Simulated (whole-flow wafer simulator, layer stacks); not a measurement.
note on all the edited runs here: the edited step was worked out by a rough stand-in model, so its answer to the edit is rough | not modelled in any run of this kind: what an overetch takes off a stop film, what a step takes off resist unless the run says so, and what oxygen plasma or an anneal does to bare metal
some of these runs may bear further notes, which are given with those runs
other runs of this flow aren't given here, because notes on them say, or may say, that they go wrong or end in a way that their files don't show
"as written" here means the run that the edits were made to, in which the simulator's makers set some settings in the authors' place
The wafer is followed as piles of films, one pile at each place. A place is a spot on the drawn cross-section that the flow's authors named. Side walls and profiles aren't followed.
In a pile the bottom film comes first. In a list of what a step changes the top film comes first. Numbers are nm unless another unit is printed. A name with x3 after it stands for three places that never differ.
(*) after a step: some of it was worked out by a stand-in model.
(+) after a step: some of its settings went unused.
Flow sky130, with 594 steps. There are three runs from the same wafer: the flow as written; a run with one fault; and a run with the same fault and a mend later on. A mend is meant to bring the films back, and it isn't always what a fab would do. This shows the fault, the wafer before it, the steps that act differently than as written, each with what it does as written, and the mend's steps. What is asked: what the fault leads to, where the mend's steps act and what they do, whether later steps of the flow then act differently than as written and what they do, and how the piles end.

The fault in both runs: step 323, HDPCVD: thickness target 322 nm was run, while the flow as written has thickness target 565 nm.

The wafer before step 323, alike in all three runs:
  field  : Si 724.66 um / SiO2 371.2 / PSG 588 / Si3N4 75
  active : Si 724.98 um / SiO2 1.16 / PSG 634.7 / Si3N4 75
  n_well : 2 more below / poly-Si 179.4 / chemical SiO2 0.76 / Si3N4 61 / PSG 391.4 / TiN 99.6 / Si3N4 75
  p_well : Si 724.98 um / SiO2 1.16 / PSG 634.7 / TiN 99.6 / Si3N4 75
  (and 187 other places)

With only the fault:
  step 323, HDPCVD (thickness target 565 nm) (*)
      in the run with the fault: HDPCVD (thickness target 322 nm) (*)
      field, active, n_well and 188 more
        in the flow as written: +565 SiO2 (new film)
        in the run with the fault: +322 SiO2 (new film)
  Later steps of the flow acting differently than as written (not shown: 29 more steps that differ only slightly, by at most 2% or 0.5 nm, whichever is larger):
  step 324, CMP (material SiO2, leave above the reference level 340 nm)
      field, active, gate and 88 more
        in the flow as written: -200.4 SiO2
        in the run with the fault: nothing
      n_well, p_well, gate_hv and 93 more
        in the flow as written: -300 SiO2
        in the run with the fault: -57 SiO2
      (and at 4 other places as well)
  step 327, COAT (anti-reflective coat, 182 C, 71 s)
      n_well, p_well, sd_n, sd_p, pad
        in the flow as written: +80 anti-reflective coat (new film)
        in the run with the fault: +37.6 anti-reflective coat (new film)
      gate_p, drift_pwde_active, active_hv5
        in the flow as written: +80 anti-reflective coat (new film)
        in the run with the fault: +66.1 anti-reflective coat (new film)
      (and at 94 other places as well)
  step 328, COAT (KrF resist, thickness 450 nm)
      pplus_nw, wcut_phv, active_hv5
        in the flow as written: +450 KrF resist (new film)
        in the run with the fault: +440.2 KrF resist (new film)
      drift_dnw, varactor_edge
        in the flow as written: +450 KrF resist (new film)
        in the run with the fault: +440.8 KrF resist (new film)
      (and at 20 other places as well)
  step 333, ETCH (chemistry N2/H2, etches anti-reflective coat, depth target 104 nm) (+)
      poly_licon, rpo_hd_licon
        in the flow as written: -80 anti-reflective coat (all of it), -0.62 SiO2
        in the run with the fault: -46.1 anti-reflective coat (all of it), -1.48 SiO2
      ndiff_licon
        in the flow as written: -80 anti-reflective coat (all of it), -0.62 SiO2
        in the run with the fault: -67.5 anti-reflective coat (all of it), -0.93 SiO2
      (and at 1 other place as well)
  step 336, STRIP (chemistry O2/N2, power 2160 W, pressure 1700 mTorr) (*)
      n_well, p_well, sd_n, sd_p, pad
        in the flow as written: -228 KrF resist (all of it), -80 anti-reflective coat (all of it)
        in the run with the fault: -230 KrF resist (all of it), -37.6 anti-reflective coat (all of it)
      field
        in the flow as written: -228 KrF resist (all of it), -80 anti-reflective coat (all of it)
        in the run with the fault: -228.2 KrF resist (all of it), -82.1 anti-reflective coat (all of it)
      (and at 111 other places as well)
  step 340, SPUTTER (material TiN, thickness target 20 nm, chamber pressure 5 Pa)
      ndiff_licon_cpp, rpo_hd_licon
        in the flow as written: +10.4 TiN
        in the run with the fault: +11.1 TiN
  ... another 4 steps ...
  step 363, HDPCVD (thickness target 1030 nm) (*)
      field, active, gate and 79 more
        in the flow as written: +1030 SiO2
        in the run with the fault: +1030 SiO2 (new film)
  By the end, the piles at field, active, gate and 90 more depart from the flow's by more than 2% or 0.5 nm, whichever is larger.
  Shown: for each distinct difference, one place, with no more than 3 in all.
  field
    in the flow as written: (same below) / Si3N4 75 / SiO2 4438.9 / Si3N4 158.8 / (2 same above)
    in the run with the fault: (same below) / Si3N4 75 / SiO2 322 / TiN 20 / W 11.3 / SiO2 4085.6 / Si3N4 158.8 / (2 same above)
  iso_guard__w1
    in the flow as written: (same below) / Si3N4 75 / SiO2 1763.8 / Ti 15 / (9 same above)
    in the run with the fault: (same below) / Si3N4 75 / SiO2 322 / TiN 20 / W 11.3 / SiO2 1410.5 / Ti 15 / (9 same above)
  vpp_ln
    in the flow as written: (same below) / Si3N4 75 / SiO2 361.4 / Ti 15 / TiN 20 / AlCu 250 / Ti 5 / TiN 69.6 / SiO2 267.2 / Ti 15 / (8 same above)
    in the run with the fault: (same below) / Si3N4 75 / SiO2 322 / TiN 20 / W 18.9 / Ti 15 / TiN 20 / AlCu 250 / Ti 5 / TiN 69.6 / SiO2 267.8 / Ti 15 / (8 same above)

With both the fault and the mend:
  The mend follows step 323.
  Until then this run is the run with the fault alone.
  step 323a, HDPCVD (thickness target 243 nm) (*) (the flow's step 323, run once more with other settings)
      field, active, n_well and 188 more
        +243 SiO2
  Every later step of the flow that is run acts as written at every place that is followed.
  At every place that both follow, the piles at the end match the flow's.
